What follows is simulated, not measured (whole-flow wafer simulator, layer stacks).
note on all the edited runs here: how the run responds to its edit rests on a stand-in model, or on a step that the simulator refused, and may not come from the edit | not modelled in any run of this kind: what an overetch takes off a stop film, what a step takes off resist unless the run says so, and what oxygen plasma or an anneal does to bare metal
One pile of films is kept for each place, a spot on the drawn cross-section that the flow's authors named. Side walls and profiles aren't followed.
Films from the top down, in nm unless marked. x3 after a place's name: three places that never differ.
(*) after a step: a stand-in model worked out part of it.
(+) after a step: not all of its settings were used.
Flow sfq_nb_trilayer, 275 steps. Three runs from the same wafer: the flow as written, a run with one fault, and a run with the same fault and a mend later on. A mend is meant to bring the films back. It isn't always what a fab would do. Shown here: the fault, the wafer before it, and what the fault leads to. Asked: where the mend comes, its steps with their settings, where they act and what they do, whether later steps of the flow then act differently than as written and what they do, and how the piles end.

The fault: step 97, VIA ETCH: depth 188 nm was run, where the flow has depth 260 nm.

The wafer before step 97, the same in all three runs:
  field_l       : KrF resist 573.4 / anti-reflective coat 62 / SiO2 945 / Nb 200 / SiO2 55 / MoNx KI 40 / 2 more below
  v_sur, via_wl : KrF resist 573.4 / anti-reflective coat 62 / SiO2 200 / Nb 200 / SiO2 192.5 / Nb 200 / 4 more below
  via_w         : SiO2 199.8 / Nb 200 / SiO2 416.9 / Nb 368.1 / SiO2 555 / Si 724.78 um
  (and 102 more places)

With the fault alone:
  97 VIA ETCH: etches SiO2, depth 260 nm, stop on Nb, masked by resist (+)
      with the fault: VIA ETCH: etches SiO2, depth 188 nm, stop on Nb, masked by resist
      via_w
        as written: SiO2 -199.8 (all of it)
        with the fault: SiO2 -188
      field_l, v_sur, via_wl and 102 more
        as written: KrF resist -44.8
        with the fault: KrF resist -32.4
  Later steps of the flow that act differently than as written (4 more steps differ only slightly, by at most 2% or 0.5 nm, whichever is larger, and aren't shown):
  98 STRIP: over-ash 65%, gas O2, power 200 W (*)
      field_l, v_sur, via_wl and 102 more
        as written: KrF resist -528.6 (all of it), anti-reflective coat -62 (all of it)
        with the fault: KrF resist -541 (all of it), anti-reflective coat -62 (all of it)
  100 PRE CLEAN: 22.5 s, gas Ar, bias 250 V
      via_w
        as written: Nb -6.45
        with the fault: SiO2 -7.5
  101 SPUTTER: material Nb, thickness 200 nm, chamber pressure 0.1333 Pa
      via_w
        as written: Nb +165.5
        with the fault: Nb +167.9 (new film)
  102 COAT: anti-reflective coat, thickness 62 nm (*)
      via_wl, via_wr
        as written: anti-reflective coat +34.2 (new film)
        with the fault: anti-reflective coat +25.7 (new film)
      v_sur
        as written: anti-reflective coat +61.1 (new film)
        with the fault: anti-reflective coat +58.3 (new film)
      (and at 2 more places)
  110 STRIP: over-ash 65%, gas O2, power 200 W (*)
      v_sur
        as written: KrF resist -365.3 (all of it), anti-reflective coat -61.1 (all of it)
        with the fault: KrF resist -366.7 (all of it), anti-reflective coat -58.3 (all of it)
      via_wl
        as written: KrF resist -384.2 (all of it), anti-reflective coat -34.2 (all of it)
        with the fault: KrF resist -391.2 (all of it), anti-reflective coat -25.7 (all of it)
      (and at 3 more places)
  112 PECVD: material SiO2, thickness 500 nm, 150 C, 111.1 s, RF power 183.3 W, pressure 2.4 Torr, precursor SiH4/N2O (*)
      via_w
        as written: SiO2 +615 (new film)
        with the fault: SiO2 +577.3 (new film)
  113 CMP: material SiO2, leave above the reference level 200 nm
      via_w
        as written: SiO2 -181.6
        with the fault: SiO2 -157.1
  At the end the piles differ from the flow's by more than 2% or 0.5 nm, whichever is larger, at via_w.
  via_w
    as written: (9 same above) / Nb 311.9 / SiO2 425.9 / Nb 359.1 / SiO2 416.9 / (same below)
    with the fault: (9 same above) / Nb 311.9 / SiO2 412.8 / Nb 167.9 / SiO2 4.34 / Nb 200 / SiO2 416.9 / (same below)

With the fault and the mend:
  The mend comes after step 98.
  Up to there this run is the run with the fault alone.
  98a COAT: anti-reflective coat, thickness 62 nm (*) (the flow's step 90 once more)
      p4_fl x3, p4_w1 x9, p4_g1 x2 and 63 more
        anti-reflective coat +62 (new film)
      res, r_end, moat and 8 more
        anti-reflective coat +61.8 (new film)
      jj_sur, ce_l, c5j, ce_r, sp_r, be_r, r_sur
        anti-reflective coat +61.7 (new film)
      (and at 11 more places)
  98b COAT: KrF resist, thickness 650 nm (*) (the flow's step 91 once more)
      p4_fl x3, p4_w1 x9, p4_g1 x2 and 63 more
        KrF resist +650 (new film)
      field_r, lsp_l, ln_m5, lsp_m, ln_m6, lsp_r, l0_sur
        KrF resist +649.5 (new film)
      r_sur, res, r_end, moat, l0v
        KrF resist +649.4 (new film)
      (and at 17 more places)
  98c SOFTBAKE: KrF resist (the flow's step 92 once more)
      changes no film at any place that is followed
  98d EXPOSE: photomask I2, dose 11.91 mJ/cm2, NA 0.6, wavelength 248 nm (*) (the flow's step 93 once more)
      changes no film at any place that is followed
  98e PEB: KrF resist, 90 s (the flow's step 94 once more)
      jj_sur, ce_l, c5j and 92 more
        KrF resist -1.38
      via_v, wire, be, be_sur, gap
        KrF resist -1.37
      v_sur, via_sp
        KrF resist -1.35
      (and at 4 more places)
  98f DEVELOP: KrF resist, thickness 650 nm, 60 s (the flow's step 95 once more)
      field_l, v_sur, via_wl and 102 more
        KrF resist -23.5
      via_w
        KrF resist -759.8 (all of it)
  98g VIA ETCH: etches anti-reflective coat, depth 125 nm, masked by resist (+) (the flow's step 96 once more)
      field_l, v_sur, via_wl and 102 more
        KrF resist -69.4
      via_w
        anti-reflective coat -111 (all of it)
  98h VIA ETCH: etches SiO2, depth 72 nm, stop on Nb, masked by resist (+) (the flow's step 97 once more, with other settings)
      field_l, v_sur, via_wl and 102 more
        KrF resist -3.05
      via_w
        SiO2 -11.8 (all of it)
  98i STRIP: over-ash 65%, gas O2, power 200 W (*) (the flow's step 98 once more)
      p4_fl x3, p4_w1 x9, p4_g1 x2 and 63 more
        KrF resist -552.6 (all of it), anti-reflective coat -62 (all of it)
      moat, field_r, lsp_l, ln_m5, lsp_m, ln_m6, lsp_r, l0_sur
        KrF resist -552.1 (all of it), anti-reflective coat -61.8 (all of it)
      res, r_end, l0v
        KrF resist -552 (all of it), anti-reflective coat -61.8 (all of it)
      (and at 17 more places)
  No later step of the flow acts differently than as written at any place that is followed.
  At the end the piles are the same as the flow's at every place that both follow.
